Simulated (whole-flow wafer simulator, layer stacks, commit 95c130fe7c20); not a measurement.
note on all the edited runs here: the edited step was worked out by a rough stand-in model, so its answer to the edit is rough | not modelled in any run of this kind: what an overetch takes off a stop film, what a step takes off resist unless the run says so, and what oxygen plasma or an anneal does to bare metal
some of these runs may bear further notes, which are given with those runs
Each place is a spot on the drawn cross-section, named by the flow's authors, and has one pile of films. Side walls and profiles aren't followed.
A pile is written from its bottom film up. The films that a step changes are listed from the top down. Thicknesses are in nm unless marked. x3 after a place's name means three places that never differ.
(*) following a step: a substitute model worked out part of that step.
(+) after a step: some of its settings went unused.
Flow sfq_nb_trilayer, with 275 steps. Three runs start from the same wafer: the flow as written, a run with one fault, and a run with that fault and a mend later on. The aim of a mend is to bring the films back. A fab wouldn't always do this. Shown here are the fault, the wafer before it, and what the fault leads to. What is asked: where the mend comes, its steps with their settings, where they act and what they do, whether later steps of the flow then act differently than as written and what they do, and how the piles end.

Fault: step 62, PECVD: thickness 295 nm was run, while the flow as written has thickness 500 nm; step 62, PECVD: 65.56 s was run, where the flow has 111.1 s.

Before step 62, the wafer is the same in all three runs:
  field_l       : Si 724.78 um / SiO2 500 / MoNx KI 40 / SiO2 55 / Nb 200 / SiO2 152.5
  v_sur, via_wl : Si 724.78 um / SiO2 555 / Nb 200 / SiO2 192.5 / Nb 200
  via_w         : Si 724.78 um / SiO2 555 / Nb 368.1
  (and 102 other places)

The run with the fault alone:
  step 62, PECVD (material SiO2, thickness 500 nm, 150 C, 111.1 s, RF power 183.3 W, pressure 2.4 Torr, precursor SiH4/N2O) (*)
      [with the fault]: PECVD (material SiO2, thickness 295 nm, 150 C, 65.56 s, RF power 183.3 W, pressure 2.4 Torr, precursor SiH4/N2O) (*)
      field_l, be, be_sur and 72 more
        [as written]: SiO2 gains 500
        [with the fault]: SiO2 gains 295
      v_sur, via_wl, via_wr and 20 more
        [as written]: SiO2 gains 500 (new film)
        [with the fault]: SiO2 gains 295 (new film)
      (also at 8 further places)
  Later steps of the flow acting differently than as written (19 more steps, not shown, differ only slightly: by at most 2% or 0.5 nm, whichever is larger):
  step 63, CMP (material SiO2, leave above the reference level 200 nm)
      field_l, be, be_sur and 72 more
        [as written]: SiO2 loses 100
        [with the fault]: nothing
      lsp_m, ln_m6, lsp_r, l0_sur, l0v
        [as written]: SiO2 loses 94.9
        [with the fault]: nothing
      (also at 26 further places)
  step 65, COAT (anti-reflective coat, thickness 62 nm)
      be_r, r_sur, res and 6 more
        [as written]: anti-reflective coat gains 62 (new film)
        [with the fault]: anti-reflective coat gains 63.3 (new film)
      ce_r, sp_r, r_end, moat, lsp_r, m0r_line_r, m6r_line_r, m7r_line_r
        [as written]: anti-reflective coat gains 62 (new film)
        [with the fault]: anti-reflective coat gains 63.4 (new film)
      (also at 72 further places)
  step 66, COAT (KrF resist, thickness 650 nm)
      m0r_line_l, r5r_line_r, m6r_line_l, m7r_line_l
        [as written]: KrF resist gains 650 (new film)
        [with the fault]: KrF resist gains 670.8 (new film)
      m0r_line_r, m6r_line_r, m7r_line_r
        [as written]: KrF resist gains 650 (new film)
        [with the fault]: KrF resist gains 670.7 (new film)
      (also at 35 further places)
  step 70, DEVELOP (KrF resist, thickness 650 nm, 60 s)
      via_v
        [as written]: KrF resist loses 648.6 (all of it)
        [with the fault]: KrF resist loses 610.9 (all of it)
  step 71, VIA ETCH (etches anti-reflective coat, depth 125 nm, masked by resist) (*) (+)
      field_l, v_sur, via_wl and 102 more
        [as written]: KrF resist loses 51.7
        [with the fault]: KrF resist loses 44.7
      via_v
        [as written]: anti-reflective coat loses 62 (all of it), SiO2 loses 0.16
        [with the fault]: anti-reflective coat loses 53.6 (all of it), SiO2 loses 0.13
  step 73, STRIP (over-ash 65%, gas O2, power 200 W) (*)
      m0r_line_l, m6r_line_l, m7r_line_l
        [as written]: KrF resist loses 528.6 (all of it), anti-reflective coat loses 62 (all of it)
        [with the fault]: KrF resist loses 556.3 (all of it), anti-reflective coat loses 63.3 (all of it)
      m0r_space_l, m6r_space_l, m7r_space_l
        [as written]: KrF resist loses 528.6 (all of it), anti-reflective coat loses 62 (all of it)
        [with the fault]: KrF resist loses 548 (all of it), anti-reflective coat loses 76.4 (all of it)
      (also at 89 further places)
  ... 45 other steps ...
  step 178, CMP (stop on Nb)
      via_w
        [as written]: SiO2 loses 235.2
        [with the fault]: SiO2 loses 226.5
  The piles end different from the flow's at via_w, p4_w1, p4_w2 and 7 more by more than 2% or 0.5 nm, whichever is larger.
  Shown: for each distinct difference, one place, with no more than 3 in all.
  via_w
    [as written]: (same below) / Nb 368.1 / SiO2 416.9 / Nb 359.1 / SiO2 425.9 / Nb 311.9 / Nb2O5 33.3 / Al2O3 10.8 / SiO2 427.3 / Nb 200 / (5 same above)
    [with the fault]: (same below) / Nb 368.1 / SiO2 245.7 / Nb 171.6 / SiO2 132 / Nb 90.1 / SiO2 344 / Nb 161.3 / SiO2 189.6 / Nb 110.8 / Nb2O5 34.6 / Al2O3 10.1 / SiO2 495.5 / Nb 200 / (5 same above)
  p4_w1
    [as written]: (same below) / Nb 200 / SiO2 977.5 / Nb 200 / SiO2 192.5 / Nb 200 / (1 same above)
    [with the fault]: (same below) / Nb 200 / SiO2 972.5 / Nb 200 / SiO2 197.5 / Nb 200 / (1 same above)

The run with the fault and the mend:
  The mend follows step 62.
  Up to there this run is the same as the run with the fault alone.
  step 62a, PECVD (material SiO2, thickness 205 nm, 150 C, 45.56 s, RF power 183.3 W, pressure 2.4 Torr, precursor SiH4/N2O) (*) (a further turn of the flow's step 62, with different settings)
      field_l, v_sur, via_wl and 102 more
        SiO2 gains 205
      via_w
        SiO2 gains 182.7
  Later steps of the flow acting differently than as written:
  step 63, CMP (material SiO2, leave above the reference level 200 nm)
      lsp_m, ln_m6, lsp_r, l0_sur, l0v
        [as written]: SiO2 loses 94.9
        [with the mend]: SiO2 loses 100
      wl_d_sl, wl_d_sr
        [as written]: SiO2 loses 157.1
        [with the mend]: SiO2 loses 100
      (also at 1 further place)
  The piles end the same as the flow's at every place that both follow.
